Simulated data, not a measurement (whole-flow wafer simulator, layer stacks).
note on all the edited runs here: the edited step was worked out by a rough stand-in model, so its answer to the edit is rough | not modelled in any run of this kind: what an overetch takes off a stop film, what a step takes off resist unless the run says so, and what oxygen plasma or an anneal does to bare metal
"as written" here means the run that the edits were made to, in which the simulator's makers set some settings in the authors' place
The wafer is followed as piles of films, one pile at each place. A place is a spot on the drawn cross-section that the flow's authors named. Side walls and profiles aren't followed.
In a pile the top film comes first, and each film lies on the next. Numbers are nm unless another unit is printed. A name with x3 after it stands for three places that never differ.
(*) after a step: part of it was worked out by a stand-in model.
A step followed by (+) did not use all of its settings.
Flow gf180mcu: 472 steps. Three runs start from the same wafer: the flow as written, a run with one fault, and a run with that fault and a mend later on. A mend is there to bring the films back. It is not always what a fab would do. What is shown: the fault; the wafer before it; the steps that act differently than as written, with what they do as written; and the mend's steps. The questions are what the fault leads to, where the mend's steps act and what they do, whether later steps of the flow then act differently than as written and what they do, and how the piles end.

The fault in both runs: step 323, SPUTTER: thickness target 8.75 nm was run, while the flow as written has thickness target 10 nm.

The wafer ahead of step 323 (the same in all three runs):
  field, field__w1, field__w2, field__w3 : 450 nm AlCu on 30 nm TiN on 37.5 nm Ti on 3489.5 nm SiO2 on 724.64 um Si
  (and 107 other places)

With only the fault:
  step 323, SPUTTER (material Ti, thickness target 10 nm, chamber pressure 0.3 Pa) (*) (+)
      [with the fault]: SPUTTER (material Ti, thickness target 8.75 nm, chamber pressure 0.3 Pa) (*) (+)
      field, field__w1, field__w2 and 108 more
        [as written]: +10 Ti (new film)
        [with the fault]: +8.75 Ti (new film)
  Later steps of the flow acting differently than as written (3 more steps, not shown, differ only slightly: by at most 2% or 0.5 nm, whichever is larger):
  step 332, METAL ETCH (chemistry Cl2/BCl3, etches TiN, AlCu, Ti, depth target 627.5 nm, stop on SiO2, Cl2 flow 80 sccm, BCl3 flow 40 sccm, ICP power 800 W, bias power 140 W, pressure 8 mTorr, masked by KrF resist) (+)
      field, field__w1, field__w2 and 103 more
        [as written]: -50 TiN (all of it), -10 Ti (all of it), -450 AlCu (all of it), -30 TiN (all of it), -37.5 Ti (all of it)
        [with the fault]: -50 TiN (all of it), -8.75 Ti (all of it), -450 AlCu (all of it), -30 TiN (all of it), -37.5 Ti (all of it)
  By the end, the piles at field__w8, contact, m1, m1__w1, m1_nw depart from the flow's by more than 2% or 0.5 nm, whichever is larger.
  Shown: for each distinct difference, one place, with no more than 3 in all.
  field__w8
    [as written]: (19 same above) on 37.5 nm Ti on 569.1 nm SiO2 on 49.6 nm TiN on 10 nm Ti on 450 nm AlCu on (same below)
    [with the fault]: (19 same above) on 37.5 nm Ti on 570.4 nm SiO2 on 49.6 nm TiN on 8.75 nm Ti on 450 nm AlCu on (same below)
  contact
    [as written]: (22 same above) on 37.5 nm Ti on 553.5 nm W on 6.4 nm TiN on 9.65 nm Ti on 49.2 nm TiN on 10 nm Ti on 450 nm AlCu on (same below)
    [with the fault]: (22 same above) on 37.5 nm Ti on 554.8 nm W on 6.4 nm TiN on 9.65 nm Ti on 49.2 nm TiN on 8.75 nm Ti on 450 nm AlCu on (same below)

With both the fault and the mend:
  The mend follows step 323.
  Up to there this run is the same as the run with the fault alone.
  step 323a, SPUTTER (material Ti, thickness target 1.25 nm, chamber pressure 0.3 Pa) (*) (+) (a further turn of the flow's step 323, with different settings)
      field, field__w1, field__w2 and 108 more
        +1.25 Ti
  None of the later steps of the flow acts differently than as written at any place that is followed.
  At every place that both follow, the piles at the end match the flow's.
